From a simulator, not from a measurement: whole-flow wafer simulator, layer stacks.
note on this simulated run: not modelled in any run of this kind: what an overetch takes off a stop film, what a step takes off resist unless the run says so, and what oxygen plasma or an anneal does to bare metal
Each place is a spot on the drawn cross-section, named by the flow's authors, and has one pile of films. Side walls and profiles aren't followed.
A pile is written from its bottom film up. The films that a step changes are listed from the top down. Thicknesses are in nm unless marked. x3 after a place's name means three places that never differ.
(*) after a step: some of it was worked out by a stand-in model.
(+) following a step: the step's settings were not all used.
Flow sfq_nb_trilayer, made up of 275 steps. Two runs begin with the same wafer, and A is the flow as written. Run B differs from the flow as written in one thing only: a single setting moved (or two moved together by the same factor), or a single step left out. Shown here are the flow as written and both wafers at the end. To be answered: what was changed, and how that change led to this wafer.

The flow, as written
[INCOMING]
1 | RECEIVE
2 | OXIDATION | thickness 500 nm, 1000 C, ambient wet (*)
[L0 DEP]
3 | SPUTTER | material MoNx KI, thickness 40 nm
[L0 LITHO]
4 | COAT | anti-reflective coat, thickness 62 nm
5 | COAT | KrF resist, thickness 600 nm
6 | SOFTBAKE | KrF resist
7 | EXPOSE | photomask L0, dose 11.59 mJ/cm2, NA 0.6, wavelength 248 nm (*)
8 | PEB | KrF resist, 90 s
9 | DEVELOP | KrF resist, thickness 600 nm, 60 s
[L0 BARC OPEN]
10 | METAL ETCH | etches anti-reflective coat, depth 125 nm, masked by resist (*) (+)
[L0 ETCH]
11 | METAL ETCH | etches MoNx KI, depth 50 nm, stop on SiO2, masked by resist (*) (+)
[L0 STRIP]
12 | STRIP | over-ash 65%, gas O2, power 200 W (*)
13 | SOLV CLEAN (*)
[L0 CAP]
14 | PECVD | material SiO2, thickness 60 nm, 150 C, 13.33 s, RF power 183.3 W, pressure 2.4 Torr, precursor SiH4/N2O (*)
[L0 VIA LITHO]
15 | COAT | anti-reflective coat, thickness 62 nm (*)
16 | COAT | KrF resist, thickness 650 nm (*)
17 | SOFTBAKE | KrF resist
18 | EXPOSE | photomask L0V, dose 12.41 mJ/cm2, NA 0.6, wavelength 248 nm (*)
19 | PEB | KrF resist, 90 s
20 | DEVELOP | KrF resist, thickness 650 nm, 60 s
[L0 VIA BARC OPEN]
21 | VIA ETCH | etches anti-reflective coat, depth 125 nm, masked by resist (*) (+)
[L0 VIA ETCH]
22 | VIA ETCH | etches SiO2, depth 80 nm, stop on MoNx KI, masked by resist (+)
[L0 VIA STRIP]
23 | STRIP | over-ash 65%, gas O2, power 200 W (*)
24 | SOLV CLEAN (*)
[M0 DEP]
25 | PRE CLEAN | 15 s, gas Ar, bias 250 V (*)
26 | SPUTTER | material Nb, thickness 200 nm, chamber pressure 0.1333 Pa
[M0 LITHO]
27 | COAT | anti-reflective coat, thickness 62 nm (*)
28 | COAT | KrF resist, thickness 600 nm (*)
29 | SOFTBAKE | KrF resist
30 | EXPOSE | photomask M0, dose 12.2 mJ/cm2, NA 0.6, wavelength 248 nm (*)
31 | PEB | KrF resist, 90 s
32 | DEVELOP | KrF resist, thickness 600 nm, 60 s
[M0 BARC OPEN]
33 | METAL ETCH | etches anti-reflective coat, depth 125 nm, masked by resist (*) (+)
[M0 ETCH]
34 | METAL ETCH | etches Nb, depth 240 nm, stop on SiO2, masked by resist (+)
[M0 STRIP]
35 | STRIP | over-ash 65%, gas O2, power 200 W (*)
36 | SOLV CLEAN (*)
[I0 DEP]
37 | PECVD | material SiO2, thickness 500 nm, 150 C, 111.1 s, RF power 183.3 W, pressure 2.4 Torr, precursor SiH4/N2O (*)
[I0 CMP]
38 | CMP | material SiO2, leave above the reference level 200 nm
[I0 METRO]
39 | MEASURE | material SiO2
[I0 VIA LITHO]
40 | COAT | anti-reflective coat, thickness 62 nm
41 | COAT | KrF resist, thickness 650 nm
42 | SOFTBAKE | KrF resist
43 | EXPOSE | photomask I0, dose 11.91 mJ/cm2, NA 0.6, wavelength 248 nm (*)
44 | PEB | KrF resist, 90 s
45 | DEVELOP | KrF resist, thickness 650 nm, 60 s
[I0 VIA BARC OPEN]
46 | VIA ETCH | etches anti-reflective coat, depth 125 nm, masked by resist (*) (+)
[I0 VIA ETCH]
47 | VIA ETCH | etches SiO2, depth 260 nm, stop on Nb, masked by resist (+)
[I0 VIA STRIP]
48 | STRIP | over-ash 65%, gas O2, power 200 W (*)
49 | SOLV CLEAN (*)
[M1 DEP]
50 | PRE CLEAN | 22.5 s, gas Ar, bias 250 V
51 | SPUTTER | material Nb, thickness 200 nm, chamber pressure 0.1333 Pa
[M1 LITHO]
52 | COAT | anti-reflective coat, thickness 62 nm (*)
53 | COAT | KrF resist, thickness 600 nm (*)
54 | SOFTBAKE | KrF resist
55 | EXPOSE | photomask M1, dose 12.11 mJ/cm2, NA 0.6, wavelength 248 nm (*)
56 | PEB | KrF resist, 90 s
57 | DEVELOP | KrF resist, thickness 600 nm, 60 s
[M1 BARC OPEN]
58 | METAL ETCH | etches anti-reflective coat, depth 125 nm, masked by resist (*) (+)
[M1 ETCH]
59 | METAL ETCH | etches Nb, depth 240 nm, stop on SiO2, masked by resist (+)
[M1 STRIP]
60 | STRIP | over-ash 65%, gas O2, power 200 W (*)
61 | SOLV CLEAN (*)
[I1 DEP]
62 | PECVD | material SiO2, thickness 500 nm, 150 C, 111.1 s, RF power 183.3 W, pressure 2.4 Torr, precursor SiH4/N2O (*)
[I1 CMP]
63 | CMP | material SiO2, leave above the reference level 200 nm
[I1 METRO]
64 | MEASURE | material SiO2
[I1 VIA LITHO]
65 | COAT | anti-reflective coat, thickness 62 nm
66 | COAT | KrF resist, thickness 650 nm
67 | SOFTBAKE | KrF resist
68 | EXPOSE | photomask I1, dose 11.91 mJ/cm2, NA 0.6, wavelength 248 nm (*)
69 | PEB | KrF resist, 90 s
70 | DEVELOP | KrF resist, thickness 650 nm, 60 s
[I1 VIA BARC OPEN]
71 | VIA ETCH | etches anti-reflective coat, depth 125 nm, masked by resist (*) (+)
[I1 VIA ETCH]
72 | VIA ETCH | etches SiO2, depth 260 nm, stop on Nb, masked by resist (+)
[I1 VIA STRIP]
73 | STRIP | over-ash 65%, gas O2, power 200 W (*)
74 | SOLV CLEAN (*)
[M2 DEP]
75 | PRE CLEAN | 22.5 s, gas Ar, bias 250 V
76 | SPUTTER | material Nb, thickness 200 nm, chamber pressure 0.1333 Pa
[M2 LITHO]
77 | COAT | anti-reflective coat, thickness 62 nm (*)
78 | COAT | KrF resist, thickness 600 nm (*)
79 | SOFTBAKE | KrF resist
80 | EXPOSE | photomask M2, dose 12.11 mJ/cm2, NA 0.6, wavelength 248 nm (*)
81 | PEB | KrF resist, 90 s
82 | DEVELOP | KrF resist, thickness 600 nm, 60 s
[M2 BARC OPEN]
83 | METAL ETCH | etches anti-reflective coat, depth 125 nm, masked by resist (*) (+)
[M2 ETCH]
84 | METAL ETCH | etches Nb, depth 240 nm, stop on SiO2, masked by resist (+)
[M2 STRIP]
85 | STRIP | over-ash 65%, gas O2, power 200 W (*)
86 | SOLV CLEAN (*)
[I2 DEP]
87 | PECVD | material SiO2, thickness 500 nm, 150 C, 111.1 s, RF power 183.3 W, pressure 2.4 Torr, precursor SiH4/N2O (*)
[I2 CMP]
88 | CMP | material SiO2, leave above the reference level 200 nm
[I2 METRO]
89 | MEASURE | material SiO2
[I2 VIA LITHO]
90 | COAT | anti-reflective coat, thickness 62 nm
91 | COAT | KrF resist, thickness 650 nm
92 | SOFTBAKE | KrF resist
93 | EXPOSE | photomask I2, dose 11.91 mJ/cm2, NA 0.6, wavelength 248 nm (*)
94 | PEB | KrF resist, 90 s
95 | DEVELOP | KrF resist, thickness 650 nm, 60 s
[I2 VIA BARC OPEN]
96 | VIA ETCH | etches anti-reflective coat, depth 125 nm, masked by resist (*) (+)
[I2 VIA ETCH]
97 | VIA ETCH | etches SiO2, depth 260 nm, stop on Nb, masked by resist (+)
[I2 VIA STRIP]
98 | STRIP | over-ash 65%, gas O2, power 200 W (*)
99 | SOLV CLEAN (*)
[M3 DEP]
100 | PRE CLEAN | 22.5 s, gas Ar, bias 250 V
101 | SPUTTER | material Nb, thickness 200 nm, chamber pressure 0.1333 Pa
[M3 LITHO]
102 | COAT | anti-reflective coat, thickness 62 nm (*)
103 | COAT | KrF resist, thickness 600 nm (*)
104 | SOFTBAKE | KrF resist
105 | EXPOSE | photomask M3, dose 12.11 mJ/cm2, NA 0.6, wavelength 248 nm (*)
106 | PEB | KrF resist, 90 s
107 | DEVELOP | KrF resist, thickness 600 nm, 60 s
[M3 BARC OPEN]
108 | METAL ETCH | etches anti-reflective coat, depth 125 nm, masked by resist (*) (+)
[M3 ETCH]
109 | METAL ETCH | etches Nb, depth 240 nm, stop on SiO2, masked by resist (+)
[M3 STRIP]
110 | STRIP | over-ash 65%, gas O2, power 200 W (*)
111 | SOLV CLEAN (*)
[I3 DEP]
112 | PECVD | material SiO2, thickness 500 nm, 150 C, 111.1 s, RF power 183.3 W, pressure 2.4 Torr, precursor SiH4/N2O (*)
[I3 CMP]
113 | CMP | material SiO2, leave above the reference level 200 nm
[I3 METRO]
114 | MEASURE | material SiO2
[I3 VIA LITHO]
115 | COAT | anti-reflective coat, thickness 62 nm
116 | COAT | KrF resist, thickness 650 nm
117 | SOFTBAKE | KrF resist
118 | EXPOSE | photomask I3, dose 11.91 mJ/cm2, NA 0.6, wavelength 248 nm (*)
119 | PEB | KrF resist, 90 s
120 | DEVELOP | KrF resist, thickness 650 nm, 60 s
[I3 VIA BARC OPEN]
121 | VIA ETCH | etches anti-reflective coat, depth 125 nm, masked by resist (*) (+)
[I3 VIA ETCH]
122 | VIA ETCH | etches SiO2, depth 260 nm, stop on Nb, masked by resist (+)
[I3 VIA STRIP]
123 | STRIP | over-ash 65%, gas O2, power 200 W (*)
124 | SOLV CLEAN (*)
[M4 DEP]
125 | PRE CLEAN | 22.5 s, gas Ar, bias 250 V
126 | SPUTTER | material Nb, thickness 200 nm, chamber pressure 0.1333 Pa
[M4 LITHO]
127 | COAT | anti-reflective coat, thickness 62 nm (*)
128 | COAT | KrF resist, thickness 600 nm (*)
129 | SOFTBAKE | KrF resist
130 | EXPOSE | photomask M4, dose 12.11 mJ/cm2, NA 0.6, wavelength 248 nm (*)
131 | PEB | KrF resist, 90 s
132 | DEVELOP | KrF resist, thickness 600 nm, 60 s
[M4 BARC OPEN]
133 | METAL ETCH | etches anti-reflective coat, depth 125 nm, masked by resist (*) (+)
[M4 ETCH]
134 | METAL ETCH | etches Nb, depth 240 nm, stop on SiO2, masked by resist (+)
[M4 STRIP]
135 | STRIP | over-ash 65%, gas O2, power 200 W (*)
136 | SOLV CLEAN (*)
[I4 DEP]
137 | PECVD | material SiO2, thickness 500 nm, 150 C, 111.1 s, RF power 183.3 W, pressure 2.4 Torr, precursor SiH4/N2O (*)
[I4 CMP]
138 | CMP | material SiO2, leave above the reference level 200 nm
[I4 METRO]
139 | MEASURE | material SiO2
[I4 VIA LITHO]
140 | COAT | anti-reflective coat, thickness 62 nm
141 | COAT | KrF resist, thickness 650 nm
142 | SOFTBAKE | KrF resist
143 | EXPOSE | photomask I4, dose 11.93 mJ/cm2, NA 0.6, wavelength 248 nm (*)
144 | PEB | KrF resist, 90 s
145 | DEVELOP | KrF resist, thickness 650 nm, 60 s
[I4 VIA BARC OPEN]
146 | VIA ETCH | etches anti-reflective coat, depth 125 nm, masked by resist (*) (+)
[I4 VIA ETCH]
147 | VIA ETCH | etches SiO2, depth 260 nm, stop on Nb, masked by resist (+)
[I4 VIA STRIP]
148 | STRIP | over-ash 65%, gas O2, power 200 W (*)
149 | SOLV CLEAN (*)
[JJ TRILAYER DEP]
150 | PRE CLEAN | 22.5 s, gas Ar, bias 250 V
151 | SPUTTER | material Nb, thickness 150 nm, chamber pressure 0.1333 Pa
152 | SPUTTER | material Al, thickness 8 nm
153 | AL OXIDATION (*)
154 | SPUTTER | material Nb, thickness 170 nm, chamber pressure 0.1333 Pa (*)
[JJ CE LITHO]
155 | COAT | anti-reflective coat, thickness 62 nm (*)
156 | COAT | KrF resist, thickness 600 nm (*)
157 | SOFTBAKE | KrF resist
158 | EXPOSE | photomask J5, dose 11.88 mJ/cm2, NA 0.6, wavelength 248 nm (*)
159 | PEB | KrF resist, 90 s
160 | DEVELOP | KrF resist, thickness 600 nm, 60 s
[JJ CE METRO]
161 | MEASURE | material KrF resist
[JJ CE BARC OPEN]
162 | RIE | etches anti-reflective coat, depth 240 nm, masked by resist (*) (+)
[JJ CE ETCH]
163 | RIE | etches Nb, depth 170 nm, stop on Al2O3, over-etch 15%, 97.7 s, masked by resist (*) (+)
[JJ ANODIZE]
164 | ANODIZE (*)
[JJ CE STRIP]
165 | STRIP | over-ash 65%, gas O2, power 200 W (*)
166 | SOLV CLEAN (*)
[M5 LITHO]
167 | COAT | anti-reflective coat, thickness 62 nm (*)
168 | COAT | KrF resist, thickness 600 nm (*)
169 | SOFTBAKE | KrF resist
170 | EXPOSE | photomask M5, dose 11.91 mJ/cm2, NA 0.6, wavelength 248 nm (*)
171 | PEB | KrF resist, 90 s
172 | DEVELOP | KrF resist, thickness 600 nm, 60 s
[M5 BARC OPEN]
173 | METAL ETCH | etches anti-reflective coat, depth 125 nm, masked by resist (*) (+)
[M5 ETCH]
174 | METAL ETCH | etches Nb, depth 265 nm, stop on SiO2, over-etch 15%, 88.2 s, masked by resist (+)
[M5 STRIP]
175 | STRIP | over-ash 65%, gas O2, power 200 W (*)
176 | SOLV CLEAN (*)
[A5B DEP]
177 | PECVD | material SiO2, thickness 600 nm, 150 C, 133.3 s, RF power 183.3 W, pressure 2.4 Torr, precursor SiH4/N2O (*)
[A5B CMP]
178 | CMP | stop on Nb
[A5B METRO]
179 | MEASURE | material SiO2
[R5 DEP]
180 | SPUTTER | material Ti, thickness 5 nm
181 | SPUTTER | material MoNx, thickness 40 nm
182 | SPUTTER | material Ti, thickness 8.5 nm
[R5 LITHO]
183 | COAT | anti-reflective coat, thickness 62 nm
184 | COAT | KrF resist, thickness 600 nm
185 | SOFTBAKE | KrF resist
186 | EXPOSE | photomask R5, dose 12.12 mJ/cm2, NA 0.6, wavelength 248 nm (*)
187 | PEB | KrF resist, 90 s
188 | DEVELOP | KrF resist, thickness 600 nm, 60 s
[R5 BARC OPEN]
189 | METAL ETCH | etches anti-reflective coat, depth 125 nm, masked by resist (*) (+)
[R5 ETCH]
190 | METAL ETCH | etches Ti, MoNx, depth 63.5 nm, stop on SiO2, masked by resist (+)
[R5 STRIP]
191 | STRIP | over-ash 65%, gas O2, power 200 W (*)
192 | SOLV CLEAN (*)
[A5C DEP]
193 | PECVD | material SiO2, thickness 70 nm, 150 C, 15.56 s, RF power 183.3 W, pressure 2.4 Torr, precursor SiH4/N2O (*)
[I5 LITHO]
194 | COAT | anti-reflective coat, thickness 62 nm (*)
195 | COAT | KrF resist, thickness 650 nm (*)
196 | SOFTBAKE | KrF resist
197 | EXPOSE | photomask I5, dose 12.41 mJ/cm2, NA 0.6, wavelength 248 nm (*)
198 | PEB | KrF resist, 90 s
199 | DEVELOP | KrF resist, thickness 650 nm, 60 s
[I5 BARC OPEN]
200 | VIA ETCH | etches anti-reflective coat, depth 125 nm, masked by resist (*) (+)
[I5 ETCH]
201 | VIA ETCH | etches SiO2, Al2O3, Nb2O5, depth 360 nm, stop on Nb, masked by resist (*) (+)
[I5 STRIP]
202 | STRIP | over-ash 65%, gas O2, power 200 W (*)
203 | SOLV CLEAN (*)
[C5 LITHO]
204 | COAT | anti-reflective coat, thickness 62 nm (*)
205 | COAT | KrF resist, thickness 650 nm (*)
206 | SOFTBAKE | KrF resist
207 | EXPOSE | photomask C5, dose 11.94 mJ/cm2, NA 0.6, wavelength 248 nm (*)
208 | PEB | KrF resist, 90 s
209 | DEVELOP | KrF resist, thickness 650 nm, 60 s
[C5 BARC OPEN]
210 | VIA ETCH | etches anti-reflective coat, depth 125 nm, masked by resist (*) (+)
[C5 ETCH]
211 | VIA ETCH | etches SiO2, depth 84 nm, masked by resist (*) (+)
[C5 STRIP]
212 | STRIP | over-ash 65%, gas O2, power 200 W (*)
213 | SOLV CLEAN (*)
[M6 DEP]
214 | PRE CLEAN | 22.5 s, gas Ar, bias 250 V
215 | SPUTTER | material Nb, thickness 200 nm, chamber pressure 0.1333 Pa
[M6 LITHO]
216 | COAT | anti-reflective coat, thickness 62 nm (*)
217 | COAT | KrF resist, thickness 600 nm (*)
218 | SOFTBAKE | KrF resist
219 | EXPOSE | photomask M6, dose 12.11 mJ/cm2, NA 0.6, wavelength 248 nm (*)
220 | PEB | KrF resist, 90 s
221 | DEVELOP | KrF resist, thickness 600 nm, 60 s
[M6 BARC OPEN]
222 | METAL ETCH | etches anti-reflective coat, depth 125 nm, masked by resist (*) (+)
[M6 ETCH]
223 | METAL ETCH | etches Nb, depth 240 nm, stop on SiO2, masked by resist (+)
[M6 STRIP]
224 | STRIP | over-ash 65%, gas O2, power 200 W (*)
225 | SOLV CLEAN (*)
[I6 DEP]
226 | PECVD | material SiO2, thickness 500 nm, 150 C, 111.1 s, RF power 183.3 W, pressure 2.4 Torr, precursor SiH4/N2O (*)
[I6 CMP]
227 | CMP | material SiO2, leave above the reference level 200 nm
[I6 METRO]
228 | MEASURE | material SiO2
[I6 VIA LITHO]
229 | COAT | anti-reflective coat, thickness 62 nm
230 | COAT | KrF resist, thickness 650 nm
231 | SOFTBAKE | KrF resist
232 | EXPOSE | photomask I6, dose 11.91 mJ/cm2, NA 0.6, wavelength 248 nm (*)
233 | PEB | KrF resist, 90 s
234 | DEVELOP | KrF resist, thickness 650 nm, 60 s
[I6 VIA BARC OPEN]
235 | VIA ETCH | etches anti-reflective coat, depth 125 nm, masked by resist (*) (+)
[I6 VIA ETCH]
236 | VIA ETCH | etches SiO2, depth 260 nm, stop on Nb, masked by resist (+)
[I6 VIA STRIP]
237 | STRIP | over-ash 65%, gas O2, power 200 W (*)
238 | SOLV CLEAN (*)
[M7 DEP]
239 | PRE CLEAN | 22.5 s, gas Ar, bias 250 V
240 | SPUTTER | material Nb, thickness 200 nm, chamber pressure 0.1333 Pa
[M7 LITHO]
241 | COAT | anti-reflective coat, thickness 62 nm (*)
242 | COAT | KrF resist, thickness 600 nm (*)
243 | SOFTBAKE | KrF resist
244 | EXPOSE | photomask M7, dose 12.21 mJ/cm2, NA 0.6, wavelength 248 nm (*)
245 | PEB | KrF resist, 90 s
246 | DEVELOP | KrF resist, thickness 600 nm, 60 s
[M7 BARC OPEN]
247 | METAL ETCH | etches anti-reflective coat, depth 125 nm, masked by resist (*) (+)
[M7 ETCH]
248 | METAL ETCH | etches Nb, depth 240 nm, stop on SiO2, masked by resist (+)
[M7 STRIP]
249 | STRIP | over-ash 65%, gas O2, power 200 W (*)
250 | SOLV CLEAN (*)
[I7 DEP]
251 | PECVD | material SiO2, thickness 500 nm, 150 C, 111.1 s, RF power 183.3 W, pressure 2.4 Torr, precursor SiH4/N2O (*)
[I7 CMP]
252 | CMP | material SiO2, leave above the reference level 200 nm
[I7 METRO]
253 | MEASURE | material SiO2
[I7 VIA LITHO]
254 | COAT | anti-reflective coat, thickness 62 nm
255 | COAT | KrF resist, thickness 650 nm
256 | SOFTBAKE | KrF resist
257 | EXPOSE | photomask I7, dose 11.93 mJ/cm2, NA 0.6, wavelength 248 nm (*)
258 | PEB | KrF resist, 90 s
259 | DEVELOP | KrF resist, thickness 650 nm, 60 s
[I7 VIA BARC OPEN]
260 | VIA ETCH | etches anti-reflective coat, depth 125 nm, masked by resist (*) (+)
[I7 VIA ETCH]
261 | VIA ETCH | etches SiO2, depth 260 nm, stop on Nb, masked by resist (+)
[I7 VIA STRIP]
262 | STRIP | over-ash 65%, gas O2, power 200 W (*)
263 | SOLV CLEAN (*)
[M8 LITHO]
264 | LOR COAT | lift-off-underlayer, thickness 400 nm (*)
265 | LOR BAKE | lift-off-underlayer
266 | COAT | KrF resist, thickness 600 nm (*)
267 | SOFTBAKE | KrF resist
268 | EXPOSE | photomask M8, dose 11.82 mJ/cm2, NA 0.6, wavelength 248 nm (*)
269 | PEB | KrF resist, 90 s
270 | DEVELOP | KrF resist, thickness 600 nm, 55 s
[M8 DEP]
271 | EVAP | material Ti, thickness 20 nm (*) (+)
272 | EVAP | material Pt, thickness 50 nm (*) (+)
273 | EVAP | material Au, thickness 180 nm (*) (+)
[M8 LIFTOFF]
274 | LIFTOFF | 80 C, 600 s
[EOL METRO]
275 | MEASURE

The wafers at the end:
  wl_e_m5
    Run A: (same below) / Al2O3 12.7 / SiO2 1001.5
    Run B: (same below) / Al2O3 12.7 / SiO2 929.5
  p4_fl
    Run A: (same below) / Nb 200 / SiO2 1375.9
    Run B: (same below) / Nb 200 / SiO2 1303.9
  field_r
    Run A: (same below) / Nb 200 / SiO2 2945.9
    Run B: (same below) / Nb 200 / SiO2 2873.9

The reason: step 240, SPUTTER: thickness 128 nm was run, while the flow as written has thickness 200 nm.

How this came from the change, step by step:
  240 | SPUTTER | material Nb, thickness 200 nm, chamber pressure 0.1333 Pa
      field_l, v_sur, via_wl and 102 more: A Nb gains 200 (new film) | B Nb gains 128 (new film)
      via_v: A Nb gains 161.1 | B Nb gains 103
  241 | COAT | anti-reflective coat, thickness 62 nm (*)
      via_v: A anti-reflective coat gains 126 (new film) | B anti-reflective coat gains 121.7 (new film)
  248 | METAL ETCH | etches Nb, depth 240 nm, stop on SiO2, masked by resist (+)
      field_l, field_r, lsp_l and 62 more: A Nb loses 200 (all of it) | B Nb loses 128 (all of it)
      v_sur, via_wl, via_w and 38 more: A KrF resist loses 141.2 | B KrF resist loses 112.9
  249 | STRIP | over-ash 65%, gas O2, power 200 W (*)
      wl_j_sl, wl_jj, wl_j_sr and 14 more: A KrF resist loses 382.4 (all of it), anti-reflective coat loses 62 (all of it) | B KrF resist loses 410.6 (all of it), anti-reflective coat loses 62 (all of it)
      ln_m5, lsp_m, ln_m6, lsp_r: A KrF resist loses 381.9 (all of it), anti-reflective coat loses 61.8 (all of it) | B KrF resist loses 410.2 (all of it), anti-reflective coat loses 61.8 (all of it)
      (and at 20 other places as well)
  251 | PECVD | material SiO2, thickness 500 nm, 150 C, 111.1 s, RF power 183.3 W, pressure 2.4 Torr, precursor SiH4/N2O (*)
      m7r_space_l, m7r_space_r: A SiO2 gains 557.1 | B SiO2 gains 500
      via_v: A SiO2 gains 621 (new film) | B SiO2 gains 599.4 (new film)
  252 | CMP | material SiO2, leave above the reference level 200 nm
      field_l, p4_fl, p4_fm and 56 more: A SiO2 loses 100 | B SiO2 loses 172
      field_r, lsp_l: A SiO2 loses 77.7 | B SiO2 loses 157.7
      (and at 5 other places as well)
